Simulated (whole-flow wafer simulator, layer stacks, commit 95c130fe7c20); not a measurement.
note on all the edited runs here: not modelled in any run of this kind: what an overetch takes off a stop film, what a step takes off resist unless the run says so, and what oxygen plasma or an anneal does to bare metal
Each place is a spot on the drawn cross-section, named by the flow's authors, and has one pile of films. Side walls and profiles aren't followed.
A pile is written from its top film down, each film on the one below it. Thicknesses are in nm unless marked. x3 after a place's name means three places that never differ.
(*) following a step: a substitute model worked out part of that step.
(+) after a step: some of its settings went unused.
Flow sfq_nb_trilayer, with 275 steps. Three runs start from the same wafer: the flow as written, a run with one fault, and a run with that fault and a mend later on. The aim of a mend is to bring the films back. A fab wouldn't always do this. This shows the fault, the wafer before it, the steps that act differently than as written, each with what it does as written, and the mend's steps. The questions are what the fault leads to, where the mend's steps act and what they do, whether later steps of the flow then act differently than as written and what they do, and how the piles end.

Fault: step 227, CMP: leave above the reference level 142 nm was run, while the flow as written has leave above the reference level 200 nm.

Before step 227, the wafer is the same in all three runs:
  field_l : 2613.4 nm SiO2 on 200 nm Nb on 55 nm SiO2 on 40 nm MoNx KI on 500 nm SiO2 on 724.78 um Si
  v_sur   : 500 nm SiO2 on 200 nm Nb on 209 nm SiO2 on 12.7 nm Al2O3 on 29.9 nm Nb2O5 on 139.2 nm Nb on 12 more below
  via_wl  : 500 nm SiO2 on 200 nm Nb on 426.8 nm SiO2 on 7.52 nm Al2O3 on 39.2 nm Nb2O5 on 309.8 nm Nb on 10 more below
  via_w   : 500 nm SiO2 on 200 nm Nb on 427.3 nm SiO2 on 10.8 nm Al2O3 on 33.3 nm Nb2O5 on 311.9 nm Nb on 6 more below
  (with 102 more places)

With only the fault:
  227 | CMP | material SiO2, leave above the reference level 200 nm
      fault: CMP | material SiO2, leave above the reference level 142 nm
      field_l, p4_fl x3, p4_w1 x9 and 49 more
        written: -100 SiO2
        fault: -158 SiO2
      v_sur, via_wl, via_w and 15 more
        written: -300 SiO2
        fault: -358 SiO2
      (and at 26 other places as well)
  Steps later in the flow that act otherwise than as written (4 other steps are not shown; they differ only slightly, by no more than 2% or 0.5 nm, whichever is larger):
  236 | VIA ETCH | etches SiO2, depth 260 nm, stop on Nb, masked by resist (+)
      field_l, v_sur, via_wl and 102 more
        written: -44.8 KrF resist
        fault: -36.7 KrF resist
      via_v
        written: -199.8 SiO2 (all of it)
        fault: -141.8 SiO2 (all of it)
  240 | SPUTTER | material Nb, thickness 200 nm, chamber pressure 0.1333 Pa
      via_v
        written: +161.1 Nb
        fault: +175.2 Nb
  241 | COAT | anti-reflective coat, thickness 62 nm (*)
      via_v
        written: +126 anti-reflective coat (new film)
        fault: +111.9 anti-reflective coat (new film)
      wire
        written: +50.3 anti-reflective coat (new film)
        fault: +51.4 anti-reflective coat (new film)
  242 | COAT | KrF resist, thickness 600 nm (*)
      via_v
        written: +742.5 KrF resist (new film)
        fault: +694 KrF resist (new film)
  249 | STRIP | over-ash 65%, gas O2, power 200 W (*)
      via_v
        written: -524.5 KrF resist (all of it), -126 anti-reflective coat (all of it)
        fault: -476.2 KrF resist (all of it), -111.9 anti-reflective coat (all of it)
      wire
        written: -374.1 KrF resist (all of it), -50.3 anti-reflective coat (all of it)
        fault: -378.8 KrF resist (all of it), -51.4 anti-reflective coat (all of it)
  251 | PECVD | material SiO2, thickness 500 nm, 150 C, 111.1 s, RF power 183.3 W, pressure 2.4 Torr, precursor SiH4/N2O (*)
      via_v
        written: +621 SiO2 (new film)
        fault: +522.8 SiO2 (new film)
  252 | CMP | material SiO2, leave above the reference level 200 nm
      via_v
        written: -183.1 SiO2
        fault: -157.1 SiO2
  At v_sur, via_wl, via_w and 86 more, the piles at the end differ from the flow's by more than 2% or 0.5 nm, whichever is larger.
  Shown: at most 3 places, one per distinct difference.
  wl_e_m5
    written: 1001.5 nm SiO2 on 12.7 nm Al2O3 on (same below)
    fault: 943.5 nm SiO2 on 12.7 nm Al2O3 on (same below)
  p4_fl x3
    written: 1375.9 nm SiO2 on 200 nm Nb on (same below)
    fault: 1317.9 nm SiO2 on 200 nm Nb on (same below)
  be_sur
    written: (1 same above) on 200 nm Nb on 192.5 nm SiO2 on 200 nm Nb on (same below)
    fault: (1 same above) on 200 nm Nb on 134.5 nm SiO2 on 200 nm Nb on (same below)

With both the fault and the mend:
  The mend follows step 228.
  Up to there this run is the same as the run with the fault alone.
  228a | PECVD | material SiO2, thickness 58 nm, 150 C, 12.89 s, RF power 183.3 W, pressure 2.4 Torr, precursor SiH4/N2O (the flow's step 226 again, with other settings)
      field_l, v_sur, via_wl and 103 more
        +58 SiO2
  None of the later steps of the flow differs from how it acts as written, at any place that is followed, by more than 2% or 0.5 nm, whichever is larger.
  By the end, the piles equal the flow's at every place that both follow.
